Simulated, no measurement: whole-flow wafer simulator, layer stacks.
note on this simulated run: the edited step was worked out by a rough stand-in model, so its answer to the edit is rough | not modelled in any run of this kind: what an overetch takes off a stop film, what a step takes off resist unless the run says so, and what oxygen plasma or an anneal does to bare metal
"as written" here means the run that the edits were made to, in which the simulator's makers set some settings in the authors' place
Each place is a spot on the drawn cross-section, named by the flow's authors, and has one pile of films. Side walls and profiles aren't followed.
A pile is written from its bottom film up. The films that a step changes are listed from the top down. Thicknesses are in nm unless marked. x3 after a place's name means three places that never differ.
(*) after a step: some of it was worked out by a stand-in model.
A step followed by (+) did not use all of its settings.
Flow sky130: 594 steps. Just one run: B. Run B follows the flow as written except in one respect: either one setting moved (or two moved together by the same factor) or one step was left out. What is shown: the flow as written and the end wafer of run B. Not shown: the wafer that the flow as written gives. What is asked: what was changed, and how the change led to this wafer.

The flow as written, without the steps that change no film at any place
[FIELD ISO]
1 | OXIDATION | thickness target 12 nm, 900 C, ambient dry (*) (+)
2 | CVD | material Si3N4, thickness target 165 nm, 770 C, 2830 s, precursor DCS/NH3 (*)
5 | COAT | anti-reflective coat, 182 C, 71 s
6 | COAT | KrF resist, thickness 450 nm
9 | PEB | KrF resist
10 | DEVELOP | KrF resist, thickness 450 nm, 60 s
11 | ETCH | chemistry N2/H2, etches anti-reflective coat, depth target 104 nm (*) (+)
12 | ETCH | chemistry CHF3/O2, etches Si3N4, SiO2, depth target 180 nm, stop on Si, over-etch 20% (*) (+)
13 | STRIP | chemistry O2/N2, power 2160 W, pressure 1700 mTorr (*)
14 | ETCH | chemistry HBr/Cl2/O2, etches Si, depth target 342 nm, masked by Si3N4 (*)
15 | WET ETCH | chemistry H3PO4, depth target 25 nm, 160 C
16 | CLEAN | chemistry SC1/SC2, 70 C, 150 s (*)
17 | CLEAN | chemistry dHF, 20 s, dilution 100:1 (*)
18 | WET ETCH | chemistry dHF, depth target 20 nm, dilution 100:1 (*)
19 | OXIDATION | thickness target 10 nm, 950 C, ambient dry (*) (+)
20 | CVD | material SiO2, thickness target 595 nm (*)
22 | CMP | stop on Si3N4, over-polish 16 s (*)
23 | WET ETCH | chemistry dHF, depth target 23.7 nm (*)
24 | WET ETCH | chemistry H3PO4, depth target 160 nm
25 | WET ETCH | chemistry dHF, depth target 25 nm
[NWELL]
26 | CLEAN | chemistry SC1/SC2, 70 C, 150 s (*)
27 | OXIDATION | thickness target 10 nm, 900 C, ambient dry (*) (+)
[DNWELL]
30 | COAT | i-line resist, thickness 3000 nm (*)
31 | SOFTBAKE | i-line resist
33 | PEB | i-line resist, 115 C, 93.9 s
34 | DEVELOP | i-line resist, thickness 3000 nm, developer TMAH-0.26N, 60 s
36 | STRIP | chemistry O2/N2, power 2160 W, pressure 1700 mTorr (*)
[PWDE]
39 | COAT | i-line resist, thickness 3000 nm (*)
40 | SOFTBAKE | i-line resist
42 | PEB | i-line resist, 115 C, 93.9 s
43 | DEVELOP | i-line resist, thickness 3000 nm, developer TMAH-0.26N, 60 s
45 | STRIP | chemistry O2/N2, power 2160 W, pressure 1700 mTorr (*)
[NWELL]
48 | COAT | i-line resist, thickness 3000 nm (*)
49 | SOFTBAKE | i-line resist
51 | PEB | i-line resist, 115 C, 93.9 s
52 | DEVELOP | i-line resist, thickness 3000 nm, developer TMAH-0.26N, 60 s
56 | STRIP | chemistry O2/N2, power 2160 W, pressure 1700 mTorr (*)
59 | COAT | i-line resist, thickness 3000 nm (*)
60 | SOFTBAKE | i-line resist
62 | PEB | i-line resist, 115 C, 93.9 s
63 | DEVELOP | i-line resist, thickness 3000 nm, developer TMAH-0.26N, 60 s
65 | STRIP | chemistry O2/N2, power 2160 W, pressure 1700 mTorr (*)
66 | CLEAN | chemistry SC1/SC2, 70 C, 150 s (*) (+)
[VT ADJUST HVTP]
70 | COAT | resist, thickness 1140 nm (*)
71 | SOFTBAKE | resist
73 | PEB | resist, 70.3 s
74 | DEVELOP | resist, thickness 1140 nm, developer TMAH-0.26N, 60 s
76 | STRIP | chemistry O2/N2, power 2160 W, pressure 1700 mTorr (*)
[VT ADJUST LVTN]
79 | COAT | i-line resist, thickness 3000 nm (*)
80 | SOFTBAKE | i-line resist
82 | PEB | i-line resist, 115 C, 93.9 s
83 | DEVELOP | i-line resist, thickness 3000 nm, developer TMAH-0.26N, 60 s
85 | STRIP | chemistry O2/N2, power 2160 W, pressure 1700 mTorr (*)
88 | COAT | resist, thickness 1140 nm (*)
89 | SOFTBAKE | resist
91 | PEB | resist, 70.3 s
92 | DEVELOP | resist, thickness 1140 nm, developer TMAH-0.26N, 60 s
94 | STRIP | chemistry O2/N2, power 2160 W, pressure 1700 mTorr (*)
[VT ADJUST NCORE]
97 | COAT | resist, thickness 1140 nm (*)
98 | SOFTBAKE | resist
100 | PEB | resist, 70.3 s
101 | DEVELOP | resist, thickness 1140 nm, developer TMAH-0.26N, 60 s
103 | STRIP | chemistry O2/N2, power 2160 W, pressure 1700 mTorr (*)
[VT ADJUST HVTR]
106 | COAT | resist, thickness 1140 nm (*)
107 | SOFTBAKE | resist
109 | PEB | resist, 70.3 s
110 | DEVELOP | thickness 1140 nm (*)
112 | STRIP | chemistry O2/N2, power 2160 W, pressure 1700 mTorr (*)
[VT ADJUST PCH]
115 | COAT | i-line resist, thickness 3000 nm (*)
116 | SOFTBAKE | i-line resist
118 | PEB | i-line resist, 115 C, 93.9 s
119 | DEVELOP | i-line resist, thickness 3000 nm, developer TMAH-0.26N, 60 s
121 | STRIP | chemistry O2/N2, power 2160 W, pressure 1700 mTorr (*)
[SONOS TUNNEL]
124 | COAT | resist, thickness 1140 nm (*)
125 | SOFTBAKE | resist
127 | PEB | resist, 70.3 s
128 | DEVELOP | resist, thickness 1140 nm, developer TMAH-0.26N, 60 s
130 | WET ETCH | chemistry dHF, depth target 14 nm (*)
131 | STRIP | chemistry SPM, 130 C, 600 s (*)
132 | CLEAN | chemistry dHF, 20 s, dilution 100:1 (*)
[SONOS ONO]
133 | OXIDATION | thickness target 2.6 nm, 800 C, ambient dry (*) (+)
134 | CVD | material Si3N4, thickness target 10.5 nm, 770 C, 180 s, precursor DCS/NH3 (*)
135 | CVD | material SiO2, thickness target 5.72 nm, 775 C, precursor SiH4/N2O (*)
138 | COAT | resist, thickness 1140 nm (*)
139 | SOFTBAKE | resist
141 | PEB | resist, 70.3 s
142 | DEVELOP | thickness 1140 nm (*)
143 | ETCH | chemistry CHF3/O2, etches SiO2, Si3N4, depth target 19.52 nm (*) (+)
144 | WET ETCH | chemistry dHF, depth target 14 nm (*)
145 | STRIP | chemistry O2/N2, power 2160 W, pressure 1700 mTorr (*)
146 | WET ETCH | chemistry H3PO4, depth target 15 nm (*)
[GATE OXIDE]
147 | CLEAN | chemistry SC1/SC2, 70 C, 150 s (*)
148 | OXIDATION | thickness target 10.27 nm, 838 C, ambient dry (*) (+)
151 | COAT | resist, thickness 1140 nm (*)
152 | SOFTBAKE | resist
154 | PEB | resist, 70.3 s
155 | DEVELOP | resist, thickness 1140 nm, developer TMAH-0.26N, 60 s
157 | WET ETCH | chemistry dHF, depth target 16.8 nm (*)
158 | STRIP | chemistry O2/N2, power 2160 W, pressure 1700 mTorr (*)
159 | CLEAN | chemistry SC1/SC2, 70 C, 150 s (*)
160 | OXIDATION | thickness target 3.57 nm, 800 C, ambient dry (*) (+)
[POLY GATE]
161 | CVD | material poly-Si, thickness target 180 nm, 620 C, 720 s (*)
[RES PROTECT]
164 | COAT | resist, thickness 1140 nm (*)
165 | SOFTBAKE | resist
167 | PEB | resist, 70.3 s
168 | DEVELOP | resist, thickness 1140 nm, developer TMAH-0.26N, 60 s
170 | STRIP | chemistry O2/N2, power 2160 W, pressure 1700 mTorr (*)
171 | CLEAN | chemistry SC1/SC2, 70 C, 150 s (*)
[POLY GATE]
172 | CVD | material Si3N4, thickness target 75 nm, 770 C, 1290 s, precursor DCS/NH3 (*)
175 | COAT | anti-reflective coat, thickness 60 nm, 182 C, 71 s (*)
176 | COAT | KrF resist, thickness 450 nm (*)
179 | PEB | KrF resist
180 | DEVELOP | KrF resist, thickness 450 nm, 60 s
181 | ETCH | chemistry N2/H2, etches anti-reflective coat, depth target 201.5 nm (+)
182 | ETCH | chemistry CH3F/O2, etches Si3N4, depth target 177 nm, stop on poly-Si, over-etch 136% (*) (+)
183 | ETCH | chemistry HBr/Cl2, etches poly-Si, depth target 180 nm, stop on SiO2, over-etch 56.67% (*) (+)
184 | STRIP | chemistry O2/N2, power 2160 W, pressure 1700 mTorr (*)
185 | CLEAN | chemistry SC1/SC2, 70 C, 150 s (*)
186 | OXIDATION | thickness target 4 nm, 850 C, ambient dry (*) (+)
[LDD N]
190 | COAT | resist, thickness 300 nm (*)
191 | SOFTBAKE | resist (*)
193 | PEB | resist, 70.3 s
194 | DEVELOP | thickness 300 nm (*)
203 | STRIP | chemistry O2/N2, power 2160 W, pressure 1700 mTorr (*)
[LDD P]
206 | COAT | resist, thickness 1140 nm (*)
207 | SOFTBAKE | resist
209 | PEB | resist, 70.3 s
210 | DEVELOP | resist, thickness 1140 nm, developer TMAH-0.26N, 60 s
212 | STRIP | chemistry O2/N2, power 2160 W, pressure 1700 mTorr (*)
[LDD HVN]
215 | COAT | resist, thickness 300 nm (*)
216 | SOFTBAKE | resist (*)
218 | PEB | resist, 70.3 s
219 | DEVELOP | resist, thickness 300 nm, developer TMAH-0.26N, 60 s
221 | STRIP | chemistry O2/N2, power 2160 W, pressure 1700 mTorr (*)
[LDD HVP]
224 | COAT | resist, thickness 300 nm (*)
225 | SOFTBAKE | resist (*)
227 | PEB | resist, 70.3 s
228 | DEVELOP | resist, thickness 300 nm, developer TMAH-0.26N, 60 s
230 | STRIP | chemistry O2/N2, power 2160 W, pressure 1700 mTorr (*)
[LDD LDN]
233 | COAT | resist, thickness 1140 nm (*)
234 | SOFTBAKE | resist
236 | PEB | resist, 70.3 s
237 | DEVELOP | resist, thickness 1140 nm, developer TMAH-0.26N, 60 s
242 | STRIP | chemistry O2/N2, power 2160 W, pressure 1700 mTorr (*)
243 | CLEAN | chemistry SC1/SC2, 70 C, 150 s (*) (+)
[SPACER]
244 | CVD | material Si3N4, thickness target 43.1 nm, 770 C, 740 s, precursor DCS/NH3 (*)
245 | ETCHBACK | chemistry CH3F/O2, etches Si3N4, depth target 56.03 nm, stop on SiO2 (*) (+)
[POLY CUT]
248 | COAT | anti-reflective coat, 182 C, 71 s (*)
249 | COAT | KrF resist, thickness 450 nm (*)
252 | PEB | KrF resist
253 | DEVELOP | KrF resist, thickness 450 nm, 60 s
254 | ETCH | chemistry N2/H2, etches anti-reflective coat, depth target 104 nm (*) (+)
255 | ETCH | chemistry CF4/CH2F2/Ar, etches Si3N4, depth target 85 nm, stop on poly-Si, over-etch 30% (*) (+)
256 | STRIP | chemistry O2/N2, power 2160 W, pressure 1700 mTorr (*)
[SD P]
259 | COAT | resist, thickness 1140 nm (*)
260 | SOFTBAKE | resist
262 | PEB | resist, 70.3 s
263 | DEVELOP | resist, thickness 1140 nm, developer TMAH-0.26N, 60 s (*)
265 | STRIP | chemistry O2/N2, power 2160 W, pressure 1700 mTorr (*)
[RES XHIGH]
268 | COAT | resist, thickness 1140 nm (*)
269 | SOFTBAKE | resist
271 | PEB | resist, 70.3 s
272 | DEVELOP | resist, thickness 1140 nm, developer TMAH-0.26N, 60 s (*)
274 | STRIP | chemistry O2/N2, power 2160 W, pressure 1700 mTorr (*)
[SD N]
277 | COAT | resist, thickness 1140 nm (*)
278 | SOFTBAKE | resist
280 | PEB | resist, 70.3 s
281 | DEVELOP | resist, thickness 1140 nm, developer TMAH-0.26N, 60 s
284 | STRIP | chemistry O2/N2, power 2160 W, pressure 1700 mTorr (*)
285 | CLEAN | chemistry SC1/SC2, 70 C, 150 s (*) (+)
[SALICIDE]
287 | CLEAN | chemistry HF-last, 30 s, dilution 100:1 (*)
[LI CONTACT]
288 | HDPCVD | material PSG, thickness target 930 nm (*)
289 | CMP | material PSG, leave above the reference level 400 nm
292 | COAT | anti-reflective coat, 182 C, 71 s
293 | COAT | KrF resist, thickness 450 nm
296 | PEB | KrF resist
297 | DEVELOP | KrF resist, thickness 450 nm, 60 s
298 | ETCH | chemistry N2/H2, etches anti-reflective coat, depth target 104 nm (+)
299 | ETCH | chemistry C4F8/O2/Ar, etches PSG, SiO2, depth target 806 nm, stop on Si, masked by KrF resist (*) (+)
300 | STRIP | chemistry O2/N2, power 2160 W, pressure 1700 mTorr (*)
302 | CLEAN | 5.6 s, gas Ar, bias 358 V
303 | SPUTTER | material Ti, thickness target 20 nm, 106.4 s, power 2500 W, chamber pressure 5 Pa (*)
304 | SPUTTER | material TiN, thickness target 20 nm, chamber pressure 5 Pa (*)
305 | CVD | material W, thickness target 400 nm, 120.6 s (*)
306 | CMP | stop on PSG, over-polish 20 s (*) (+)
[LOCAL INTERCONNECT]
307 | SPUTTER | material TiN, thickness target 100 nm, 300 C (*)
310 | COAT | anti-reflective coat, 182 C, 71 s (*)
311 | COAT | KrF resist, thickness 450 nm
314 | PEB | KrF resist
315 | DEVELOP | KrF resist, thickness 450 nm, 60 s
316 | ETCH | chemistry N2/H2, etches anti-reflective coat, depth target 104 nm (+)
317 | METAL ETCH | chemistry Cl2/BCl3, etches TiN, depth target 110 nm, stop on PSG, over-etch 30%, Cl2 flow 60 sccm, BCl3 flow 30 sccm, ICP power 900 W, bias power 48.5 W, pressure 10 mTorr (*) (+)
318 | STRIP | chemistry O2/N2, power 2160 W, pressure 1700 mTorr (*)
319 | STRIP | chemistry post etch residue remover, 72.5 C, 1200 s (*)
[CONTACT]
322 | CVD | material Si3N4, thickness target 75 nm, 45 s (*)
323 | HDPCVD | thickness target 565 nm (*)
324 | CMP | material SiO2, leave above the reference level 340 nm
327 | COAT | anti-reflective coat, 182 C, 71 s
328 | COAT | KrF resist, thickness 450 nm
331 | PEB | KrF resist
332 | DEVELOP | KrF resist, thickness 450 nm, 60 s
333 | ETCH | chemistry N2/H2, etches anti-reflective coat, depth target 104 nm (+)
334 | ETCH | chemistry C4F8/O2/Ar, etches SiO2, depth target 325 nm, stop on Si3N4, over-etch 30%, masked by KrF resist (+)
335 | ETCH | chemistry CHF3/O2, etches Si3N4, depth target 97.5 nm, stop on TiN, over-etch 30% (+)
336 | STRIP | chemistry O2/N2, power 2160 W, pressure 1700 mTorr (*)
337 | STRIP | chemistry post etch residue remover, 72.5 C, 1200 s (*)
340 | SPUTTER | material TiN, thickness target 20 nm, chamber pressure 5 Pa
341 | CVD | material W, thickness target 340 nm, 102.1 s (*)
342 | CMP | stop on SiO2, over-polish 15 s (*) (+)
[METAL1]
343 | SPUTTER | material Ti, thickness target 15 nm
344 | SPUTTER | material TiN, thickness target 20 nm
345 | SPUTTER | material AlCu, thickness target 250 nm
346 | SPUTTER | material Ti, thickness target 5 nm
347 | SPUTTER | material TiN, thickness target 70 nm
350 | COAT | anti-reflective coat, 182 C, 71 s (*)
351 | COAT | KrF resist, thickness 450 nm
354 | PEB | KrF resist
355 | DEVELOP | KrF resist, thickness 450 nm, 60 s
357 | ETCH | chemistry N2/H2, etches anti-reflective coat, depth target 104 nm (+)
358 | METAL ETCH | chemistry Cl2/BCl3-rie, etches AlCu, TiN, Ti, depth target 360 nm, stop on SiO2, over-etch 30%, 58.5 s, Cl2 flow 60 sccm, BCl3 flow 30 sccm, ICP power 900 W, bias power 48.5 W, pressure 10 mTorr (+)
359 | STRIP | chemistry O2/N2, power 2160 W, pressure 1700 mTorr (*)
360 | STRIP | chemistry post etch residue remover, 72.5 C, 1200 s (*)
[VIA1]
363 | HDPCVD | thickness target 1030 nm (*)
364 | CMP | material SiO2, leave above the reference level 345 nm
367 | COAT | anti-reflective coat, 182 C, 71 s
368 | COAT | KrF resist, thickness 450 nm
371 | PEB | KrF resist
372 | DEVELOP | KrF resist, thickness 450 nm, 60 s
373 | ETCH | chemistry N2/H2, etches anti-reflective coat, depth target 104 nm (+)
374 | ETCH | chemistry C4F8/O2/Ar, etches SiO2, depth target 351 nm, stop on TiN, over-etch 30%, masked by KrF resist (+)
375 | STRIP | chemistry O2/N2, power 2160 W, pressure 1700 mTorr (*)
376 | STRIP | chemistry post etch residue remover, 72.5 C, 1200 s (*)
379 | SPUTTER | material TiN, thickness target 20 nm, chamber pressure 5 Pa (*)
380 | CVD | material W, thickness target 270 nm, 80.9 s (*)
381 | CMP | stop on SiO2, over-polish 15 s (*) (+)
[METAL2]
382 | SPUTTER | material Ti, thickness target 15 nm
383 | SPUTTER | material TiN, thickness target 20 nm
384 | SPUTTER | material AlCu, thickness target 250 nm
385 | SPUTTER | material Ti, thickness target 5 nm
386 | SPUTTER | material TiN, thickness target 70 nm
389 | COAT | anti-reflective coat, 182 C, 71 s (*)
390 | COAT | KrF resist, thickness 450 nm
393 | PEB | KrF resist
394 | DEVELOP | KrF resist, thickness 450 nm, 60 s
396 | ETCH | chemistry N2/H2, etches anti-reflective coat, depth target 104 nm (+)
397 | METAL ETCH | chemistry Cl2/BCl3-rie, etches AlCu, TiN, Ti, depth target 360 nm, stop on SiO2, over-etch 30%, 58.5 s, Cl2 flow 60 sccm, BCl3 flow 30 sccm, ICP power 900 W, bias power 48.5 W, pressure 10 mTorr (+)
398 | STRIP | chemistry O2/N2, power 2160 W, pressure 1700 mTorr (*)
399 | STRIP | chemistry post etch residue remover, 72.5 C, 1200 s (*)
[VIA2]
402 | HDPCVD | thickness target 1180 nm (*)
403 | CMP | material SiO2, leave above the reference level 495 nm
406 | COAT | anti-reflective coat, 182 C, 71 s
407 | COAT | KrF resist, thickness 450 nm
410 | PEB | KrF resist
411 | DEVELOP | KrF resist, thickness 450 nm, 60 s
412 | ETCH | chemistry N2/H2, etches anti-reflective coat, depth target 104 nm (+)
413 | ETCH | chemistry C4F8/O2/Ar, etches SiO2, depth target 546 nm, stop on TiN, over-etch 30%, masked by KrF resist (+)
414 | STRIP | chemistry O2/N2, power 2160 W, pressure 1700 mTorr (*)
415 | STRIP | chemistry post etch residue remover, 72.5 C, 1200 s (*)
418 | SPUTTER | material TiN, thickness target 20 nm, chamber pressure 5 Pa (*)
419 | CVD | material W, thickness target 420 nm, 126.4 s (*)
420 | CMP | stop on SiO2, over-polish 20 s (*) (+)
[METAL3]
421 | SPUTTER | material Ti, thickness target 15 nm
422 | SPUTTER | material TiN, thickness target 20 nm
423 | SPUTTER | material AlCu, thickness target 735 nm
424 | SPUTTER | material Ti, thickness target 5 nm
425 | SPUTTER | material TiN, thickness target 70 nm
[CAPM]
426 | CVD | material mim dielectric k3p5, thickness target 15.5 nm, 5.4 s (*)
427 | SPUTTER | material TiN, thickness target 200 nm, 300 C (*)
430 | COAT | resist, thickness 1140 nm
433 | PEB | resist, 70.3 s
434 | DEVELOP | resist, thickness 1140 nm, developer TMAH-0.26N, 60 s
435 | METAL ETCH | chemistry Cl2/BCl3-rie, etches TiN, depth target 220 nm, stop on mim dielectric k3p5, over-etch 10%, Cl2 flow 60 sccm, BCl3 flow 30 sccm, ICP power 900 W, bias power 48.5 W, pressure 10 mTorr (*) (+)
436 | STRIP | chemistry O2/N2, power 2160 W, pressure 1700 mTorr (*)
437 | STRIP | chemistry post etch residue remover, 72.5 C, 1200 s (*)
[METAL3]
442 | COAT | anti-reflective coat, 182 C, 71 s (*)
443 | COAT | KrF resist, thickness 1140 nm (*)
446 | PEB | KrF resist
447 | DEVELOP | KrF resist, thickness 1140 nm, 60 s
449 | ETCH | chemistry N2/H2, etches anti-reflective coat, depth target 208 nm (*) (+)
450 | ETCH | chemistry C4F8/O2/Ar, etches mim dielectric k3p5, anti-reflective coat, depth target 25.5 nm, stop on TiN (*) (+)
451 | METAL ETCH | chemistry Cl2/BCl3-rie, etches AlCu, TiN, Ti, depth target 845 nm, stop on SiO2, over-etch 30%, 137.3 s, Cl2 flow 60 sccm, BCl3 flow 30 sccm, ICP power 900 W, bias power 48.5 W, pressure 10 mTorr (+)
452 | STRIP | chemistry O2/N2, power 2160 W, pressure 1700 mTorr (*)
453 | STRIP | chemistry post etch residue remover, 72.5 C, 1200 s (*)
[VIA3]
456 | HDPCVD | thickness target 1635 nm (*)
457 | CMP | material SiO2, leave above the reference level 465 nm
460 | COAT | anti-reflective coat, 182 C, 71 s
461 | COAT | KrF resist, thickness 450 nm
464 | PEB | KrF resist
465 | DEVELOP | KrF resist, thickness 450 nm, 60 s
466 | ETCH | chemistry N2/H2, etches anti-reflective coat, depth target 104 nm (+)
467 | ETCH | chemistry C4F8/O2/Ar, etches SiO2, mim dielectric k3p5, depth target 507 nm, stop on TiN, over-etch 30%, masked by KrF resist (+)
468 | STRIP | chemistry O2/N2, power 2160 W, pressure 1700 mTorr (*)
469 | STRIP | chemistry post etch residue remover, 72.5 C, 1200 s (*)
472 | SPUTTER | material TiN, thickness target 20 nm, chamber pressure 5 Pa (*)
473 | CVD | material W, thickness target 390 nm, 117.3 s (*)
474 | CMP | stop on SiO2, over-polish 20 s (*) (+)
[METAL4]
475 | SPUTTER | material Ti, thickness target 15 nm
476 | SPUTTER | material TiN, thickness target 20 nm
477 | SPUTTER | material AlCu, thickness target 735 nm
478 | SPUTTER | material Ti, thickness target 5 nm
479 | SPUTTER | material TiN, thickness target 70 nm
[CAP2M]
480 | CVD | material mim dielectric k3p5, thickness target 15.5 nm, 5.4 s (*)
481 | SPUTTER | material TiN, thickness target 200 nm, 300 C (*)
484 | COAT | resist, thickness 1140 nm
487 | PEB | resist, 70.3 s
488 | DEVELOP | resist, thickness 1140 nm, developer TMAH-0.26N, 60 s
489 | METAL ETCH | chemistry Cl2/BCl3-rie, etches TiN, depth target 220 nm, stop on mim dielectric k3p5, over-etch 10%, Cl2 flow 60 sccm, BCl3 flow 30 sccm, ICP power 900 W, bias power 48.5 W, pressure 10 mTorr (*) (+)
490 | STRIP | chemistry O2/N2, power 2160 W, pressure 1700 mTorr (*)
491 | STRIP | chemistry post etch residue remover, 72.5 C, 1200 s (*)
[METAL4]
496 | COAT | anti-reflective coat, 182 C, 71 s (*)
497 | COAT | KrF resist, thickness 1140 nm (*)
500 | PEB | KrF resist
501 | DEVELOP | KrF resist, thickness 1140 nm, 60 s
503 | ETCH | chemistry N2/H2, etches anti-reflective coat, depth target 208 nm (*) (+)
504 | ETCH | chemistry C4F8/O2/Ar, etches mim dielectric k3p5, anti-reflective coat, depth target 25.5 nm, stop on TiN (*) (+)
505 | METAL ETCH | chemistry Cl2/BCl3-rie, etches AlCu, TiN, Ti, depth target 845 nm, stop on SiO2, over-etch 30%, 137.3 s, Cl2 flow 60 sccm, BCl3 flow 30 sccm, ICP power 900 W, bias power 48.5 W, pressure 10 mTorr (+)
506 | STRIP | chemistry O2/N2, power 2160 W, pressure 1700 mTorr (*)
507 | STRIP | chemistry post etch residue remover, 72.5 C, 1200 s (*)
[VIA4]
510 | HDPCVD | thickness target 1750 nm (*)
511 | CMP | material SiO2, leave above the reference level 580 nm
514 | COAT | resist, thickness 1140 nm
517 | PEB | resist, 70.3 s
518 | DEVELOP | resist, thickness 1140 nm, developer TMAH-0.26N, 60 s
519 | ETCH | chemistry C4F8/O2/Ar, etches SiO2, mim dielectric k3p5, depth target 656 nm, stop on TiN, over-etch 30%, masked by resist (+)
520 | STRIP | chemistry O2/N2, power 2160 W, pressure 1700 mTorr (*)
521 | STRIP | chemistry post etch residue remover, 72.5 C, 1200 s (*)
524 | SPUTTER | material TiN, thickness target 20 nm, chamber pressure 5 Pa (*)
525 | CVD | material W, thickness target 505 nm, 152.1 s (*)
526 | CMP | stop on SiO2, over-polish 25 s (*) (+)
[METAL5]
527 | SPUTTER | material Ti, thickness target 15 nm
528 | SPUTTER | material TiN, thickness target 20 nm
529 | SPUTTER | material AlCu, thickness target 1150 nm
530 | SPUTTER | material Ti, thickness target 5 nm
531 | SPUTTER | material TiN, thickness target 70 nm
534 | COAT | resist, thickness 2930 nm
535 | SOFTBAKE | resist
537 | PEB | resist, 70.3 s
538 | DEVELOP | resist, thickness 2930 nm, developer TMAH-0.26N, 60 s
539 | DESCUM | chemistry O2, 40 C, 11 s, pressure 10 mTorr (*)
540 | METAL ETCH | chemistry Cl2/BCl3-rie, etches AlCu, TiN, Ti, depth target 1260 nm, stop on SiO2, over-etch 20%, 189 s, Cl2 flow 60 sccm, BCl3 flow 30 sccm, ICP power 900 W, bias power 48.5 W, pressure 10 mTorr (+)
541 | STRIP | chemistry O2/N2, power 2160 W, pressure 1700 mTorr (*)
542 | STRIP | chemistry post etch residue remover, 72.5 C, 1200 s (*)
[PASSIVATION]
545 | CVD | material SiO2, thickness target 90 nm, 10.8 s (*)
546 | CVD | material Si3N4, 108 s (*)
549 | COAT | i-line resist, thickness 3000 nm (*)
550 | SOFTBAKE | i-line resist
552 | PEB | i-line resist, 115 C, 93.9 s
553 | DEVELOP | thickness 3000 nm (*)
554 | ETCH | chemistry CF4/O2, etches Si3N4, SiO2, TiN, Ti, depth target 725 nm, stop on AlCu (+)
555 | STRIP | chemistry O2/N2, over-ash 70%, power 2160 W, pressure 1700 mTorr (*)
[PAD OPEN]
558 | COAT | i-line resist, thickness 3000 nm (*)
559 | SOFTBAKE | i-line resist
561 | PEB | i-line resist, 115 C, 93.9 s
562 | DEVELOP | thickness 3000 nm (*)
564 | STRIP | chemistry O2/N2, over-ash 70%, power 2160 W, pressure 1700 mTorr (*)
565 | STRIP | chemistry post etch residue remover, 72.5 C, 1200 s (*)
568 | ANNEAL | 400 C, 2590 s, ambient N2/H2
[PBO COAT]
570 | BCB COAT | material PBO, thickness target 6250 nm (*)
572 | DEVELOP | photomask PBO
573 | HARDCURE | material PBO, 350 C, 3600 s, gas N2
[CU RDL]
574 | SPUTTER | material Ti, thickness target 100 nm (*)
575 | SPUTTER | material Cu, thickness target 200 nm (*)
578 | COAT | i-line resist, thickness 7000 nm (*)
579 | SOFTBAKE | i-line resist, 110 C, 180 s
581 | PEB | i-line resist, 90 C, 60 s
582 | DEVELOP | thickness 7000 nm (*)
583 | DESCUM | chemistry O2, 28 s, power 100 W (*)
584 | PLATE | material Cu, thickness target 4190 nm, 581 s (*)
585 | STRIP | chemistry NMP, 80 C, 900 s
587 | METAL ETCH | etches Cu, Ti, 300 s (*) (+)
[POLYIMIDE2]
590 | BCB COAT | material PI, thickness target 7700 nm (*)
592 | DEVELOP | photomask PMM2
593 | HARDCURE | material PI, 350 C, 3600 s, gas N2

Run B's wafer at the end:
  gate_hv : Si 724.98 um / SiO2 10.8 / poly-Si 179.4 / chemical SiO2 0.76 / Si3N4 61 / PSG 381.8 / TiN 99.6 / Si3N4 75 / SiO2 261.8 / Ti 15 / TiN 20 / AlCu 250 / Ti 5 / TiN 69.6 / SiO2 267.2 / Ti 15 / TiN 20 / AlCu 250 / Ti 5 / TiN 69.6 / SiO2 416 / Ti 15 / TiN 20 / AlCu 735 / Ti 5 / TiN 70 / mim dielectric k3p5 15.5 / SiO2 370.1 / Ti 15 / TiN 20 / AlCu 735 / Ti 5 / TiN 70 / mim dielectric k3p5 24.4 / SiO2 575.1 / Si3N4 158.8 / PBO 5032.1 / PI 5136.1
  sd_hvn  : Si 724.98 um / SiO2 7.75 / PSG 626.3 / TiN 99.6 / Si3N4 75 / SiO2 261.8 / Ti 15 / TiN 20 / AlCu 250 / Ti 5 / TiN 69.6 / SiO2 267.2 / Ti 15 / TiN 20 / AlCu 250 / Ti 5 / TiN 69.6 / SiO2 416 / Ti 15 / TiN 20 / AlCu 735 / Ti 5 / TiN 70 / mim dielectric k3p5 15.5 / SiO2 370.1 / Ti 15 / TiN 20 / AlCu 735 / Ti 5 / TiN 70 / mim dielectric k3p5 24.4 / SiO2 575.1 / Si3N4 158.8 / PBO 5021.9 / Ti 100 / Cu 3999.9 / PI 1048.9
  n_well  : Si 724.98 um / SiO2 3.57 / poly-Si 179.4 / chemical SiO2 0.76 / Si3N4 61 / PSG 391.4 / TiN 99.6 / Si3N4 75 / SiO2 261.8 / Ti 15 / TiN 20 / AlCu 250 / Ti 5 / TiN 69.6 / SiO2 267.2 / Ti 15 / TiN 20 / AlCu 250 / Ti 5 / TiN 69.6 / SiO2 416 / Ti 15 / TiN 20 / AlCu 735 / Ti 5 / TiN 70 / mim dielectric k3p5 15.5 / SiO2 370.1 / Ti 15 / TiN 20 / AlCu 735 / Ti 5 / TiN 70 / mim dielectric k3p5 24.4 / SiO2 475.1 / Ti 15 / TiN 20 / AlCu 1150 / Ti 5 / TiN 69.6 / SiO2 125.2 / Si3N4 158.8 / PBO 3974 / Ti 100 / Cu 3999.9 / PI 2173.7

What caused this: step 480, CVD: thickness target 24.4 nm was run, whereas the flow has thickness target 15.5 nm; step 480, CVD: 8.51 s was run, where the flow has 5.4 s.
The wafer lets one read it off: gate_hv has mim dielectric k3p5 24.4, and step 480 as written asks for 15.5 nm.

The path from the change to this, step by step:
  480 | CVD | material mim dielectric k3p5, thickness target 15.5 nm, 5.4 s (*)
      field, active, n_well and 189 more: +24.4 mim dielectric k3p5 (new film) (as written it would have been: +15.5 mim dielectric k3p5 (new film))
  504 | ETCH | chemistry C4F8/O2/Ar, etches mim dielectric k3p5, anti-reflective coat, depth target 25.5 nm, stop on TiN (*) (+)
      n_well, p_well, gate_hv and 102 more: -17 KrF resist (as written it would have been: -15.5 KrF resist)
      field, active, gate and 85 more: -24.4 mim dielectric k3p5 (all of it) (as written it would have been: -15.5 mim dielectric k3p5 (all of it))
  519 | ETCH | chemistry C4F8/O2/Ar, etches SiO2, mim dielectric k3p5, depth target 656 nm, stop on TiN, over-etch 30%, masked by resist (+)
      m1: -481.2 SiO2 (all of it), -24.4 mim dielectric k3p5 (all of it) (as written it would have been: -490.1 SiO2 (all of it), -15.5 mim dielectric k3p5 (all of it))
      via4_hole: -480.6 SiO2 (all of it), -24.4 mim dielectric k3p5 (all of it) (as written it would have been: -489.5 SiO2 (all of it), -15.5 mim dielectric k3p5 (all of it))
